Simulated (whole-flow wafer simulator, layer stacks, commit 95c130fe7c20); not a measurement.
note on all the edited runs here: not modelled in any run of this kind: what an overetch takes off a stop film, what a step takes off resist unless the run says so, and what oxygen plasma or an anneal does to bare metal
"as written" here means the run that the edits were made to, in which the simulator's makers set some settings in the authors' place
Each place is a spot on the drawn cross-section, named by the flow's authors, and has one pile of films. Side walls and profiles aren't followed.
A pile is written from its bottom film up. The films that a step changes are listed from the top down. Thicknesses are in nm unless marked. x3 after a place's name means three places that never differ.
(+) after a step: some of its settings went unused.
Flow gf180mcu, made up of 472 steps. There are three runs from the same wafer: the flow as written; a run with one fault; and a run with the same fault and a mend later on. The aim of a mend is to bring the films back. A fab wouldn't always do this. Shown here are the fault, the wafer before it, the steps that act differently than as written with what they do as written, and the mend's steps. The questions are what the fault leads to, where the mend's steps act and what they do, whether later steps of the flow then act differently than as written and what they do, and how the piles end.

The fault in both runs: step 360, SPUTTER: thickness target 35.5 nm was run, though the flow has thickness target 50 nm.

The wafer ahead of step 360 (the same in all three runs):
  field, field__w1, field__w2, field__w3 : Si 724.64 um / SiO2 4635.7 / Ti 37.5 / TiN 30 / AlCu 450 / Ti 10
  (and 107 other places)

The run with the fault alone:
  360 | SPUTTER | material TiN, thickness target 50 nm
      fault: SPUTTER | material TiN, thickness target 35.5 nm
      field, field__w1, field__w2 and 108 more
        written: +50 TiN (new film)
        fault: +35.5 TiN (new film)
  Steps further on in the flow that do not act as written (4 other steps are not shown; they differ only slightly, by no more than 2% or 0.5 nm, whichever is larger):
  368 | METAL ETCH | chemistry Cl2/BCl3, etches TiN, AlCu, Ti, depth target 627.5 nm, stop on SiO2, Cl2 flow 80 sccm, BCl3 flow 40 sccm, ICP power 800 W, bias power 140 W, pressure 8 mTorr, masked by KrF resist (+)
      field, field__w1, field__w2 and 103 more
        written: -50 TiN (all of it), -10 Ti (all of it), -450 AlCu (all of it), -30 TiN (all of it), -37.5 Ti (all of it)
        fault: -35.5 TiN (all of it), -10 Ti (all of it), -450 AlCu (all of it), -30 TiN (all of it), -37.5 Ti (all of it)
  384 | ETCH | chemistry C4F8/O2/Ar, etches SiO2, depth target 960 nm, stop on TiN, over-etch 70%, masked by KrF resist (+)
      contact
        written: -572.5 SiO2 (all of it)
        fault: -587 SiO2 (all of it)
  By the end, the piles at field__w8, contact, m1, m1__w1, m1_nw depart from the flow's by more than 2% or 0.5 nm, whichever is larger.
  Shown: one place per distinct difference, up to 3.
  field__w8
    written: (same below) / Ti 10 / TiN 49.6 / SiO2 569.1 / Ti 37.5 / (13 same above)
    fault: (same below) / Ti 10 / TiN 35.1 / SiO2 583.6 / Ti 37.5 / (13 same above)
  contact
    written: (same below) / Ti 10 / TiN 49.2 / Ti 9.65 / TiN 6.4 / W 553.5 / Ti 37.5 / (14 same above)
    fault: (same below) / Ti 10 / TiN 34.7 / Ti 9.57 / TiN 6.35 / W 568.1 / Ti 37.5 / (14 same above)

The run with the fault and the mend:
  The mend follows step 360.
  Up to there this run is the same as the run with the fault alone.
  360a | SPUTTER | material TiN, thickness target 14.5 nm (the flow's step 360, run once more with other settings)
      field, field__w1, field__w2 and 108 more
        +14.5 TiN
  None of the later steps of the flow acts differently than as written at any place that is followed.
  By the end, the piles equal the flow's at every place that both follow.
